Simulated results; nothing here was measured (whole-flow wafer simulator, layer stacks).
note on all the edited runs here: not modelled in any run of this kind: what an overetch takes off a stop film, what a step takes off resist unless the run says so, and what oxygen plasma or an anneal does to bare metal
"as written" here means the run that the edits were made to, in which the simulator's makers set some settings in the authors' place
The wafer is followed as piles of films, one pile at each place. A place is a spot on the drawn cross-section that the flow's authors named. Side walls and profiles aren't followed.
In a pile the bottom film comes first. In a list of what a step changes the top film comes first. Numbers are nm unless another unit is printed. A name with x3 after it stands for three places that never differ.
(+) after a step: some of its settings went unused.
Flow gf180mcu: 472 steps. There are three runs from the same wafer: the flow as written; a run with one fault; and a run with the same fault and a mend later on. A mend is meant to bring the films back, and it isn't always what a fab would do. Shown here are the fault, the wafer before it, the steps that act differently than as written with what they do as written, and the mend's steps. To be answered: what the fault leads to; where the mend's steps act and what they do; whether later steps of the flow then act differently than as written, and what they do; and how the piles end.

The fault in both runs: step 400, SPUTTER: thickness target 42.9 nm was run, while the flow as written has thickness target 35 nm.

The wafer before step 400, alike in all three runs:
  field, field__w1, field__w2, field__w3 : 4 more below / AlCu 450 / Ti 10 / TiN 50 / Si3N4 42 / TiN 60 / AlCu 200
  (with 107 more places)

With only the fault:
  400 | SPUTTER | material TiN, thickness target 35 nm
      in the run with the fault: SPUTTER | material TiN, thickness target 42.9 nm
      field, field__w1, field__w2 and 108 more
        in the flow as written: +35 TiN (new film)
        in the run with the fault: +42.9 TiN (new film)
  Steps further on in the flow that do not act as written (8 other steps are not shown; they differ only slightly, by no more than 2% or 0.5 nm, whichever is larger):
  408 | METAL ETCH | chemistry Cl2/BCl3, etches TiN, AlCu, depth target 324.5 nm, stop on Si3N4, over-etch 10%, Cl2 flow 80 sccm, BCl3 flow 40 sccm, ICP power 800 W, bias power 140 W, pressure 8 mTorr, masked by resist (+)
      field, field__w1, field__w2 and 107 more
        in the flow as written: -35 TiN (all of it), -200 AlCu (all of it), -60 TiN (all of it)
        in the run with the fault: -42.9 TiN (all of it), -200 AlCu (all of it), -60 TiN (all of it)
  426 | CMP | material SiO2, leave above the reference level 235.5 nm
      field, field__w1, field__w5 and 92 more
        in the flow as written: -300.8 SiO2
        in the run with the fault: -292.9 SiO2
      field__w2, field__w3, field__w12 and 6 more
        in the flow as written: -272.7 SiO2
        in the run with the fault: -264.8 SiO2
  At mim, the piles at the end differ from the flow's by more than 2% or 0.5 nm, whichever is larger.
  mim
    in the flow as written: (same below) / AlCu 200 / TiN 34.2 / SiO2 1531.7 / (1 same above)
    in the run with the fault: (same below) / AlCu 200 / TiN 42.1 / SiO2 1531.7 / (1 same above)

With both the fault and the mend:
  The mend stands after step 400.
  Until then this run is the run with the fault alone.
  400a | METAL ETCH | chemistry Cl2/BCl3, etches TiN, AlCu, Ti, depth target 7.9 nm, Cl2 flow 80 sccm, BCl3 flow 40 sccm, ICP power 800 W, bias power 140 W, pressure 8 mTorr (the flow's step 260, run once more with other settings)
      field, field__w1, field__w2 and 108 more
        -7.9 TiN
  Every later step of the flow that is run acts as written at every place that is followed.
  At every place that both follow, the piles at the end match the flow's.
